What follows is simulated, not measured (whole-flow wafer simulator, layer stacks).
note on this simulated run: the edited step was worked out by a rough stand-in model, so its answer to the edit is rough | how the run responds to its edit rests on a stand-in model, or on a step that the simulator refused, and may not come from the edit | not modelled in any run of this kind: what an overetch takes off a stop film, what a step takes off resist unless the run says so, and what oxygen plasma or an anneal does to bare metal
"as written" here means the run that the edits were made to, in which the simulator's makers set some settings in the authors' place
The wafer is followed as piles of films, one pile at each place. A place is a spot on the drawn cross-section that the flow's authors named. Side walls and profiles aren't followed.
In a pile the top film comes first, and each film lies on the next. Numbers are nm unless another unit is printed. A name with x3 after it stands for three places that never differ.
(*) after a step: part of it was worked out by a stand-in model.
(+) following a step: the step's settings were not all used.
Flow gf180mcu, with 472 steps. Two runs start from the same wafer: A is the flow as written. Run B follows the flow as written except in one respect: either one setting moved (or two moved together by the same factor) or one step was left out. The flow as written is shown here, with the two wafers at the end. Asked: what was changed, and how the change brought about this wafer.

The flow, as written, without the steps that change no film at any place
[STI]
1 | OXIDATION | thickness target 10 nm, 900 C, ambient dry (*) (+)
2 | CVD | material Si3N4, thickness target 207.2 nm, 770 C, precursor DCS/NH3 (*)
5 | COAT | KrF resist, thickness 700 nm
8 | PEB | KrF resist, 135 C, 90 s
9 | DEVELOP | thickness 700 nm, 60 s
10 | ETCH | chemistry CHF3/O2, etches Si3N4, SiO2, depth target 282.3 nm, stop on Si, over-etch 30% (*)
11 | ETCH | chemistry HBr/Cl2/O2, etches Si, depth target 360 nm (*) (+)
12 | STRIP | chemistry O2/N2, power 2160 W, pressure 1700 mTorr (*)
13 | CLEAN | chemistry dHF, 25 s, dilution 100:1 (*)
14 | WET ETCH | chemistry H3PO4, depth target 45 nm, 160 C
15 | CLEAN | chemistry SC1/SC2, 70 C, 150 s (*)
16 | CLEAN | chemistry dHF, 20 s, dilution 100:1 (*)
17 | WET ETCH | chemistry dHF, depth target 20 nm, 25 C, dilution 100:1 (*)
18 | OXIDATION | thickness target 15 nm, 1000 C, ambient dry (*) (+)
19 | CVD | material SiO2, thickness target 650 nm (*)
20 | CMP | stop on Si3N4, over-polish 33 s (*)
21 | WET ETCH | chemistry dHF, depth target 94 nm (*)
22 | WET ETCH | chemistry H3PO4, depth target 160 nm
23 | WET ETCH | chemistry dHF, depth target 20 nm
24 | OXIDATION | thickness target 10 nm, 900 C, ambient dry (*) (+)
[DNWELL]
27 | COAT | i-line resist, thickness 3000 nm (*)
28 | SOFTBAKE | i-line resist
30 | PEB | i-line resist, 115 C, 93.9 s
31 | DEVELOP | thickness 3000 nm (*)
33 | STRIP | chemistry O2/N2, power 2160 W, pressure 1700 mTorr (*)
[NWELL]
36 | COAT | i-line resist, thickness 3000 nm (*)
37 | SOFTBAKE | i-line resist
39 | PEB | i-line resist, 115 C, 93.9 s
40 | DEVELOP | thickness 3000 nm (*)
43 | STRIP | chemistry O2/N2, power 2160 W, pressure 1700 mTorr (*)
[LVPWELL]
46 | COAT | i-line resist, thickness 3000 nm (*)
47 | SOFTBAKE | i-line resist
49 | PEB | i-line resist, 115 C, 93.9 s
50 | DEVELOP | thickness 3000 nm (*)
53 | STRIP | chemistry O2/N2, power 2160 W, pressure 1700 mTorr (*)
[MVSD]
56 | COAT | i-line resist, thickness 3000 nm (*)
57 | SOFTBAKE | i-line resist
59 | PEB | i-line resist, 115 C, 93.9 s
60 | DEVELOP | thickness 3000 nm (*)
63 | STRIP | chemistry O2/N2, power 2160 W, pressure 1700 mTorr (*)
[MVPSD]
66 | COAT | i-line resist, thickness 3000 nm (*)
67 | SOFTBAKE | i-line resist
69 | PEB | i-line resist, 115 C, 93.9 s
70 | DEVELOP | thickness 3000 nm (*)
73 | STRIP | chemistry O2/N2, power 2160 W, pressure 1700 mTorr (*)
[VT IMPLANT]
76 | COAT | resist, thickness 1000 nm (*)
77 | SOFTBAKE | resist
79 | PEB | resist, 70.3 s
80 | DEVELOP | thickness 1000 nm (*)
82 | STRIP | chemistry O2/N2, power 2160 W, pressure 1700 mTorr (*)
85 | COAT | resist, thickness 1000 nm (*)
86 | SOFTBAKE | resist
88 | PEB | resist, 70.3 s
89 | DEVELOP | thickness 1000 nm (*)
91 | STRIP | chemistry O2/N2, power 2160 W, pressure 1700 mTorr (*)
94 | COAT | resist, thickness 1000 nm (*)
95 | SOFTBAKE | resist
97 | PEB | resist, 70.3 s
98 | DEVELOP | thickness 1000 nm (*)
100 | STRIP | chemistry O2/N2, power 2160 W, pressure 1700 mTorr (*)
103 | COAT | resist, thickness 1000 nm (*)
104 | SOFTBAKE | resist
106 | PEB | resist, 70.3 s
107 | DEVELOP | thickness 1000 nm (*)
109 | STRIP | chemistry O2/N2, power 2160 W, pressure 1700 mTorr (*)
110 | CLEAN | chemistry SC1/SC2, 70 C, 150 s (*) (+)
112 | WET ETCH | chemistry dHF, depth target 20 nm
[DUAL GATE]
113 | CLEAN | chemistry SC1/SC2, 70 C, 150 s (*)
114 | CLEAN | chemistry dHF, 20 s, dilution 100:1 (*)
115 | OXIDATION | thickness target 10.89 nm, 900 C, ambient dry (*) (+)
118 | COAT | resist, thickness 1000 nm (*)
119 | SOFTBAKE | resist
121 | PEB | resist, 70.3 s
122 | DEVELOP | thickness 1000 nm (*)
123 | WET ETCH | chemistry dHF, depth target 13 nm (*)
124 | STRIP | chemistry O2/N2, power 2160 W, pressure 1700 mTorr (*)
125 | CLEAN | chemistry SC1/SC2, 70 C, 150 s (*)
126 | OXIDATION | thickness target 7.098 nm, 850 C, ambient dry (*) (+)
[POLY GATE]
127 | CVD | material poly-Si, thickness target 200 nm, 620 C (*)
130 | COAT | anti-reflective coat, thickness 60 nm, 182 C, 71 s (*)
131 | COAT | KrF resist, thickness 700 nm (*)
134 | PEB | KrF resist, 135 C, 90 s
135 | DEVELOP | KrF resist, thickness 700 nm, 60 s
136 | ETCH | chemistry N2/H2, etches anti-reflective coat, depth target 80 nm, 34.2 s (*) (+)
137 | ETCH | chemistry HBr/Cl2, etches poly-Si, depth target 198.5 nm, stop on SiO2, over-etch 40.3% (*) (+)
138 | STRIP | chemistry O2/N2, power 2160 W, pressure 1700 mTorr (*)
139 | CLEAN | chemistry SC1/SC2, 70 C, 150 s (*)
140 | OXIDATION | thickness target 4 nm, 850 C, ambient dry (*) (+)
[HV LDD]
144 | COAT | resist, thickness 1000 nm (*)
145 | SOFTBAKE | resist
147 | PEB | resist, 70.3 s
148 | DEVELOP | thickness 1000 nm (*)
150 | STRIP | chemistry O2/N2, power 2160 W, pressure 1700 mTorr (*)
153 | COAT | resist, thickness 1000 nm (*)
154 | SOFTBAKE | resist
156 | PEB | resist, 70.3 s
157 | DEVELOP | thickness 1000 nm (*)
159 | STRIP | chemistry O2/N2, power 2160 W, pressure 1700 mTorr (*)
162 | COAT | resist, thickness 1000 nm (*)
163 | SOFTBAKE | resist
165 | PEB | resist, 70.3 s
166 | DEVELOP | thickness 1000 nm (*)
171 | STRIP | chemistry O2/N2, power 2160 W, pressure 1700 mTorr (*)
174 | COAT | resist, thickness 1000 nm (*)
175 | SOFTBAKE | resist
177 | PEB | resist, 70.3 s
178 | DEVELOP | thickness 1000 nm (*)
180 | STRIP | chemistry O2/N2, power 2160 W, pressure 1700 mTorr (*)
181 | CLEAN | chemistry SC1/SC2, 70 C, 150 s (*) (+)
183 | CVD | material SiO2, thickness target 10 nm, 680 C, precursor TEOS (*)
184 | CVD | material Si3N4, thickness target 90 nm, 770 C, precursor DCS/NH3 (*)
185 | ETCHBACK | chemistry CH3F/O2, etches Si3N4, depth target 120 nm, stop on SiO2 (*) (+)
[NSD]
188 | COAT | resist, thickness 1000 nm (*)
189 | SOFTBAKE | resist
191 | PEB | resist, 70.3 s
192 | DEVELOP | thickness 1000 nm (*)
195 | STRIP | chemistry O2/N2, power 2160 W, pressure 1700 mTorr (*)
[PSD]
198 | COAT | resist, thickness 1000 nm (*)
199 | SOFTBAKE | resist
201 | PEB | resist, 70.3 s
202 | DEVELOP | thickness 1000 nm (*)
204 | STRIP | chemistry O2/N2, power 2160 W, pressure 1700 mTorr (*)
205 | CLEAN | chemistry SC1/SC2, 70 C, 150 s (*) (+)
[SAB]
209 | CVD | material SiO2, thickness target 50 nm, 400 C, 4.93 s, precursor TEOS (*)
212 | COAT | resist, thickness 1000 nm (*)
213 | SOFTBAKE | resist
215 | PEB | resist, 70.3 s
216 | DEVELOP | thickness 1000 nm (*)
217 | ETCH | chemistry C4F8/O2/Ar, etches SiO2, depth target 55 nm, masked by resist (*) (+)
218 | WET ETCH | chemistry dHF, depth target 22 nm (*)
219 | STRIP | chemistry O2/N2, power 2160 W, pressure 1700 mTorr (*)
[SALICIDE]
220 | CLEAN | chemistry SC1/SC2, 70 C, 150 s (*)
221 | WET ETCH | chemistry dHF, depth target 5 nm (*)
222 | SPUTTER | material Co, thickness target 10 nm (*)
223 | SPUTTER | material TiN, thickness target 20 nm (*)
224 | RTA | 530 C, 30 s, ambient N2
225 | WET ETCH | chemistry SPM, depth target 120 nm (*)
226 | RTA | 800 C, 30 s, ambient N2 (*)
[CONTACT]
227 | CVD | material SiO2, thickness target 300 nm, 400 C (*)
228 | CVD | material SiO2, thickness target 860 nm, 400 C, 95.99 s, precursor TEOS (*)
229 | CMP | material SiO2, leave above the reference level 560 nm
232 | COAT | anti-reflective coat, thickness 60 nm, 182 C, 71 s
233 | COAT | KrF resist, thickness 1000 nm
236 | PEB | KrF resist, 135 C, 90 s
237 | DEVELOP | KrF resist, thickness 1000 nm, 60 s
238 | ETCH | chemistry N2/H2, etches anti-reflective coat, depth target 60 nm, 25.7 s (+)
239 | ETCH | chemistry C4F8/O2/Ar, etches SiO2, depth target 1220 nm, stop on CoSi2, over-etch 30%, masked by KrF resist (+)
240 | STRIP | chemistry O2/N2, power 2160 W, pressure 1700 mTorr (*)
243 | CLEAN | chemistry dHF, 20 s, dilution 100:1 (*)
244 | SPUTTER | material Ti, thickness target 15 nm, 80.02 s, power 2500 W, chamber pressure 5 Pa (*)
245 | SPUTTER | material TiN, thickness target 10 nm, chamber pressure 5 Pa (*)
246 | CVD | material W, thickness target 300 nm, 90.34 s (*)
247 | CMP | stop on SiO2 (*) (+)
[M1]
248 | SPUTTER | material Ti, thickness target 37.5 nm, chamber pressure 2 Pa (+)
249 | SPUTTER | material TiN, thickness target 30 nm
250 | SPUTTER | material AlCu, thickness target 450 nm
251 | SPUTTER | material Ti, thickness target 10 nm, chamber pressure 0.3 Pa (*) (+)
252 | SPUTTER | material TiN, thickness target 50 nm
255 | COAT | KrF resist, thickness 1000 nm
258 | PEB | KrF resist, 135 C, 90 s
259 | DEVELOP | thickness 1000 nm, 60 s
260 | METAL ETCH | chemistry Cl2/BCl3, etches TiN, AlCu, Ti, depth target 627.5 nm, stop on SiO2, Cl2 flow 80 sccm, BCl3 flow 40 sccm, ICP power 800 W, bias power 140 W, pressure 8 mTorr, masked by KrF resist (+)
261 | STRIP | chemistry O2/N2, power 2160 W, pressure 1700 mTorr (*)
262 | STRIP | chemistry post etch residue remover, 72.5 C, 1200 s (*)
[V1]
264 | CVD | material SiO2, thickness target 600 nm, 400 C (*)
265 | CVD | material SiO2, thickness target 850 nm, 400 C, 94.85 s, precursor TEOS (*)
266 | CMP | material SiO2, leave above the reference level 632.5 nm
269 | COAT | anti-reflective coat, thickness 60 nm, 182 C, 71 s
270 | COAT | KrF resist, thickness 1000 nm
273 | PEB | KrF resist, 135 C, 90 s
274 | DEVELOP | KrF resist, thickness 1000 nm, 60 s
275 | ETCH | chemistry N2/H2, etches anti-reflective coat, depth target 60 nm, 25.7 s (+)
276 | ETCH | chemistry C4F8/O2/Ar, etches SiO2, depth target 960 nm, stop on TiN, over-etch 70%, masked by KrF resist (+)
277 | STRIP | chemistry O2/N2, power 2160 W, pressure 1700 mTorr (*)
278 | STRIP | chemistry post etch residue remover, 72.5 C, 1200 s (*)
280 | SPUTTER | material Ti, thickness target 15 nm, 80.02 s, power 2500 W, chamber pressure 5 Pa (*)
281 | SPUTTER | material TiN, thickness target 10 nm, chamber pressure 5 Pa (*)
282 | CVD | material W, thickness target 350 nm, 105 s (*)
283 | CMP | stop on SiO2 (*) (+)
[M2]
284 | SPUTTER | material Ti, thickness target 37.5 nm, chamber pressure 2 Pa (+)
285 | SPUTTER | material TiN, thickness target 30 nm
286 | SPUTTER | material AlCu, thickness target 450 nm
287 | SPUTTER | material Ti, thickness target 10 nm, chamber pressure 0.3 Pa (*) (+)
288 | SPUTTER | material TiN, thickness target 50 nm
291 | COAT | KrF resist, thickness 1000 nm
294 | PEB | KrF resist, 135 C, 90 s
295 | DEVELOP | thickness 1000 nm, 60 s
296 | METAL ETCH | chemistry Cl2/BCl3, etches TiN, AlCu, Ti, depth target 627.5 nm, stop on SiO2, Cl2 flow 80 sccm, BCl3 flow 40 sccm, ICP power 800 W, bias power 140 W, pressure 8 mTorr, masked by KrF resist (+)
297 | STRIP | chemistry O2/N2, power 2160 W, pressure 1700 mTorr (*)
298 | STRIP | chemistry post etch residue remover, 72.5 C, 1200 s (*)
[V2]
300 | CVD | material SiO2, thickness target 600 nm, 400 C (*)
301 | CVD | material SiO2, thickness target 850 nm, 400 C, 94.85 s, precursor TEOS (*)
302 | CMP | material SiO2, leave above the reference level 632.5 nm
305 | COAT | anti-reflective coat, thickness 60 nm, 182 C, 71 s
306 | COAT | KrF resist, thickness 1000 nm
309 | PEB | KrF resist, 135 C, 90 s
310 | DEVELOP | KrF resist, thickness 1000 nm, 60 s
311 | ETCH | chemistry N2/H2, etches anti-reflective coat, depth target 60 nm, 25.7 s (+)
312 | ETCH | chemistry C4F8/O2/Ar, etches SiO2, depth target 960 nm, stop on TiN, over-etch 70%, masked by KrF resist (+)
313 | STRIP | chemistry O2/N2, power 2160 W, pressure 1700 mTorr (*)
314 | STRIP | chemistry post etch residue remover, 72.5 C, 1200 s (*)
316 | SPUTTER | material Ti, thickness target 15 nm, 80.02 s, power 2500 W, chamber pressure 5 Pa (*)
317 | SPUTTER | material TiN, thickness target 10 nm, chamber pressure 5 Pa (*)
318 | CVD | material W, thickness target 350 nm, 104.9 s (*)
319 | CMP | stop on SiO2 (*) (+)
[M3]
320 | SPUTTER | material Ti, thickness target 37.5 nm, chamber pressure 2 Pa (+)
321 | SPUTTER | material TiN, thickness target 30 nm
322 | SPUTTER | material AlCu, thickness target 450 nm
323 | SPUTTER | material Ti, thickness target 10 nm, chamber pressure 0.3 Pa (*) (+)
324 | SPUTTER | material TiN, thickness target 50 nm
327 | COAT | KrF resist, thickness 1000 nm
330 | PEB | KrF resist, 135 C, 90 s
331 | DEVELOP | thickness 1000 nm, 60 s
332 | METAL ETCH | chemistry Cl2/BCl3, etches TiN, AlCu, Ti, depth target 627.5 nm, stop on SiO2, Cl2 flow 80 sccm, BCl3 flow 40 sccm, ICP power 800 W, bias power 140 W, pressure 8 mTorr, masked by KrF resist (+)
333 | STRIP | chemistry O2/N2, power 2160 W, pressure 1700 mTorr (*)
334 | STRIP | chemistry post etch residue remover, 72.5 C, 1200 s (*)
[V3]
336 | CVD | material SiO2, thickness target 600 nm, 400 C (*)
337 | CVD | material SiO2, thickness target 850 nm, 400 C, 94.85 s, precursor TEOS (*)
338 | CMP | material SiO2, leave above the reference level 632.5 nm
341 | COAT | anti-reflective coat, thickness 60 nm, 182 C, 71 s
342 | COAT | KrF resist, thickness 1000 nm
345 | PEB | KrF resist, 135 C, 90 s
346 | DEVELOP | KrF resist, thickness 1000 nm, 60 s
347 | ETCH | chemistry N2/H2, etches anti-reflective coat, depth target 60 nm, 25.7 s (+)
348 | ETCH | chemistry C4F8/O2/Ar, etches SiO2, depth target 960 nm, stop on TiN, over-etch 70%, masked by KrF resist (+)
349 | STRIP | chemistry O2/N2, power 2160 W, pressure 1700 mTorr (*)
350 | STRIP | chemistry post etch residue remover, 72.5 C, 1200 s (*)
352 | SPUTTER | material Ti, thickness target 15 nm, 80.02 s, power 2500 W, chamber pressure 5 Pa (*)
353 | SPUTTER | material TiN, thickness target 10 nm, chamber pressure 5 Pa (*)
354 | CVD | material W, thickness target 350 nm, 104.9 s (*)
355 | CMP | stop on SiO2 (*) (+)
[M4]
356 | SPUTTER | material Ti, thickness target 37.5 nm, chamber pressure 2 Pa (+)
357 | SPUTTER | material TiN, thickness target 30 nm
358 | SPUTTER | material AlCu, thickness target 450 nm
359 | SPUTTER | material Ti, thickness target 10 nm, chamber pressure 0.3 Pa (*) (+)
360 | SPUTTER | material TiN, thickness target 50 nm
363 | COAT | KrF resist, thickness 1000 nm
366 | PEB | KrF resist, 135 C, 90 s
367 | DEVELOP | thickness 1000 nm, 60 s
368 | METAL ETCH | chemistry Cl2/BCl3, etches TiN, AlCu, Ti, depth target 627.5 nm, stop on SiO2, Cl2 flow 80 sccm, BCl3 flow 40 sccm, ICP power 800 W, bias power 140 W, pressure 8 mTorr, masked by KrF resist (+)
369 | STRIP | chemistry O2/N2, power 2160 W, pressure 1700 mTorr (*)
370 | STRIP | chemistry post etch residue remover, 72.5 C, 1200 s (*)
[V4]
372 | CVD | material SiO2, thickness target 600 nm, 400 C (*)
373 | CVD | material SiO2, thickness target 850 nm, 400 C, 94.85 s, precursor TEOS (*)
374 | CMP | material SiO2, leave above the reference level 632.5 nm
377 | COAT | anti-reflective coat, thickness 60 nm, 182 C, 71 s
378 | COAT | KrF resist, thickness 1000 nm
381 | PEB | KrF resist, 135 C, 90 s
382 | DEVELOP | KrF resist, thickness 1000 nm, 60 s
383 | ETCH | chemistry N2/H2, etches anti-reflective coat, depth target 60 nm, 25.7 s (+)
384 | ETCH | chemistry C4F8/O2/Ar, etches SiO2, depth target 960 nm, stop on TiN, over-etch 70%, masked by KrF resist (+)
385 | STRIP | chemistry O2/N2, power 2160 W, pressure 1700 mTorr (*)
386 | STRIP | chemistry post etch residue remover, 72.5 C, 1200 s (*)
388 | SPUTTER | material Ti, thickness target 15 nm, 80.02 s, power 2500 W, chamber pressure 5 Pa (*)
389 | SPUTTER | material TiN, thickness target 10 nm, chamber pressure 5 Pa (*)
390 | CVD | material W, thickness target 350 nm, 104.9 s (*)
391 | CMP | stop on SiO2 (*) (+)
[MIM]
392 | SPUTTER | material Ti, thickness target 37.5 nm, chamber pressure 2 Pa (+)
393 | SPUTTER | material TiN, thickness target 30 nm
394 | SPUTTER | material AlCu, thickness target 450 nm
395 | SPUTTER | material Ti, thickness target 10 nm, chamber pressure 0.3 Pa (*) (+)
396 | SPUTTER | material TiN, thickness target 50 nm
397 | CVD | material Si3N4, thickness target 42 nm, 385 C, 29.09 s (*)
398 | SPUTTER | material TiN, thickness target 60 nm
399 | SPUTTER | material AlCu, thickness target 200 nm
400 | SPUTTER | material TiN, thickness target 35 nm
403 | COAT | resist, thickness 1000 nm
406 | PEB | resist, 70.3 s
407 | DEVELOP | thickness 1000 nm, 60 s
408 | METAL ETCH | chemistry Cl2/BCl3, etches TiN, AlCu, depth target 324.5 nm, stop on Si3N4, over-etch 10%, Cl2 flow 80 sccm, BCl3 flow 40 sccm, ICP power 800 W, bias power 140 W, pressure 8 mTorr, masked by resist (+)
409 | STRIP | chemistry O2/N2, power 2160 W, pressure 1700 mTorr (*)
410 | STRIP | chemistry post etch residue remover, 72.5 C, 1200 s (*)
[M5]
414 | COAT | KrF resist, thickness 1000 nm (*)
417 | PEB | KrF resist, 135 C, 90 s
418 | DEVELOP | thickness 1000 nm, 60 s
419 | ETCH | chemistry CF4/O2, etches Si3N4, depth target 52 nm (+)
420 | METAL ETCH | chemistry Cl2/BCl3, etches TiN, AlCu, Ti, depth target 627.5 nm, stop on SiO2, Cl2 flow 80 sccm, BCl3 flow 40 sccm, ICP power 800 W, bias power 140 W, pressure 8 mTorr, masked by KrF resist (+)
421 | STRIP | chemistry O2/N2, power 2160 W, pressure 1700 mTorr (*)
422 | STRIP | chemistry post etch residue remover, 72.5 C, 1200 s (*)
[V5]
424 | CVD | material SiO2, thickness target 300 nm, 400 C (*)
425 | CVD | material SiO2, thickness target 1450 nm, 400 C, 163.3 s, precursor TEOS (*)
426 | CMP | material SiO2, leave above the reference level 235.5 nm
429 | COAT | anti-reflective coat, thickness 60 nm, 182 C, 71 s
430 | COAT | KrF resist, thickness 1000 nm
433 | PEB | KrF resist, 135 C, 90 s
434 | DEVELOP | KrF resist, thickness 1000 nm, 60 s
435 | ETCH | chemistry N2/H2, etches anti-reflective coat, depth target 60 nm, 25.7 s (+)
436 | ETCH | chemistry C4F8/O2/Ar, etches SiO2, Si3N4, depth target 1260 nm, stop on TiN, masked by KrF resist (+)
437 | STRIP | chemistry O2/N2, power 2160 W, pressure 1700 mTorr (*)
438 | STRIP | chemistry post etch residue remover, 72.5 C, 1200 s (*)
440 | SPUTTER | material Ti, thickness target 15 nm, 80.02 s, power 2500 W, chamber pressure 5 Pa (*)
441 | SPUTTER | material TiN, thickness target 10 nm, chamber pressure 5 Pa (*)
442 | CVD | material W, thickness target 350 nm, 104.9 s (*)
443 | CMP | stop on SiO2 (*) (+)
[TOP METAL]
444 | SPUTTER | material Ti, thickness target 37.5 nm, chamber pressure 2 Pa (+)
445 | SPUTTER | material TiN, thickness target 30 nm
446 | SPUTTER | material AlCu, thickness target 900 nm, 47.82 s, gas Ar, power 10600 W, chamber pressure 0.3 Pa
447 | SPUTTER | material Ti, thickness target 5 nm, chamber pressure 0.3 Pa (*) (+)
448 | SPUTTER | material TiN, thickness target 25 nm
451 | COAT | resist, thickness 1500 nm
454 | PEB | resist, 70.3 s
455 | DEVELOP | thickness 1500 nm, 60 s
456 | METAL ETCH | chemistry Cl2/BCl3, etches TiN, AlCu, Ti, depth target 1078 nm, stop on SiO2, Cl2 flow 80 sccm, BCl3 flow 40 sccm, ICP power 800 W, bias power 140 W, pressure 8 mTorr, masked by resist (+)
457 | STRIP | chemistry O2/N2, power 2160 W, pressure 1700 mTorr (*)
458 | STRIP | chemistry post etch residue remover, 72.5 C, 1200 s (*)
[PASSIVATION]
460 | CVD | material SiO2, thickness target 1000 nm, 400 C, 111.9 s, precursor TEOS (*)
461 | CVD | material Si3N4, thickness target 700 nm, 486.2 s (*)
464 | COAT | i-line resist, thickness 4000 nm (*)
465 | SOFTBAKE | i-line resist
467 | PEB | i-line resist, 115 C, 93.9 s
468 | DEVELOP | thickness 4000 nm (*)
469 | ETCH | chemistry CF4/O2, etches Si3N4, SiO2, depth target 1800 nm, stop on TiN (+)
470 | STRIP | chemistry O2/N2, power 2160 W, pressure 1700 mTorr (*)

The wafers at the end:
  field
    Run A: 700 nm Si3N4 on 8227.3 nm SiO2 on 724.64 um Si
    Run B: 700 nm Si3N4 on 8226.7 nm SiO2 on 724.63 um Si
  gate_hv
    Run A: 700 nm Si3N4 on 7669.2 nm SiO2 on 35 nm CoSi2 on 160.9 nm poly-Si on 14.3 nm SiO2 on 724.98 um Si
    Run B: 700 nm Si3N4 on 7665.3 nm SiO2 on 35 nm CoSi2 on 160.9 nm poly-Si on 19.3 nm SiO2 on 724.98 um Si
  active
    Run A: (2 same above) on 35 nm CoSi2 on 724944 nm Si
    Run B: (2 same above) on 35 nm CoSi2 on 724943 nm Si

What caused this: step 115, OXIDATION: thickness target 16.44 nm was run, while the flow as written has thickness target 10.89 nm.

How this came from the change, step by step:
  115 | OXIDATION | thickness target 10.89 nm, 900 C, ambient dry (*) (+)
      active, n_well, p_well and 40 more: A +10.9 SiO2 (new film), -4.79 Si | B +16.4 SiO2 (new film), -7.23 Si
      sti, mim_1p0, pad and 19 more: A +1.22 SiO2, -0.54 Si | B +2.34 SiO2, -1.03 Si
      (also at 27 further places)
  123 | WET ETCH | chemistry dHF, depth target 13 nm (*)
      active, n_well, p_well and 12 more: A -10.9 SiO2 (all of it) | B -13 SiO2
  124 | STRIP | chemistry O2/N2, power 2160 W, pressure 1700 mTorr (*)
      active, n_well, p_well and 12 more: A +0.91 chemical SiO2 (new film), -0.4 Si | B nothing
  126 | OXIDATION | thickness target 7.098 nm, 850 C, ambient dry (*) (+)
      active, n_well, p_well and 12 more: A +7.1 SiO2 (new film), -0.76 chemical SiO2 (all of it), -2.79 Si | B +4.65 SiO2, -2.05 Si
  130 | COAT | anti-reflective coat, thickness 60 nm, 182 C, 71 s (*)
      p_well, spacer, sd_n: A +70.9 anti-reflective coat (new film) | B +72.5 anti-reflective coat (new film)
      field__w6: A +55.2 anti-reflective coat (new film) | B +56.5 anti-reflective coat (new film)
      (also at 10 further places)
  136 | ETCH | chemistry N2/H2, etches anti-reflective coat, depth target 80 nm, 34.2 s (*) (+)
      p_well, spacer, sd_n: A -70.9 anti-reflective coat (all of it), -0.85 poly-Si | B -72.5 anti-reflective coat (all of it), -0.81 poly-Si
      field__w6: A -55.2 anti-reflective coat (all of it), -1.25 poly-Si | B -56.5 anti-reflective coat (all of it), -1.22 poly-Si
      (also at 6 further places)
  138 | STRIP | chemistry O2/N2, power 2160 W, pressure 1700 mTorr (*)
      ld_fp_p: A +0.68 chemical SiO2 (new film), -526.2 KrF resist (all of it), -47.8 anti-reflective coat (all of it), -0.3 poly-Si | B +0.68 chemical SiO2 (new film), -525.9 KrF resist (all of it), -49.1 anti-reflective coat (all of it), -0.3 poly-Si
      ld_body_p_dnw: A +0.68 chemical SiO2 (new film), -527.3 KrF resist (all of it), -65.4 anti-reflective coat (all of it), -0.3 poly-Si | B +0.68 chemical SiO2 (new film), -527.3 KrF resist (all of it), -64 anti-reflective coat (all of it), -0.3 poly-Si
      (also at 2 further places)
  189 | SOFTBAKE | resist
      field__w9: A +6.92 resist | B -3.08 resist
      active_nat: A +5.49 resist | B +9.32 resist
  199 | SOFTBAKE | resist
      field__w9: A +6.92 resist | B -3.08 resist
      active_nat: A +5.49 resist | B +9.32 resist
  218 | WET ETCH | chemistry dHF, depth target 22 nm (*)
      active, p_well, sd_n, iso_ptap_pw, iso_ntap_nw, iso_ptap_sub, vpnp_e: A -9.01 SiO2 (all of it) | B -9.67 SiO2 (all of it)
      ldn_tap, ldn_src, ldn_drn, ldp_tap, ldp_src, ldp_drn, ldp_gr: A -16 SiO2 (all of it) | B -20.9 SiO2 (all of it)
      (also at 9 further places)
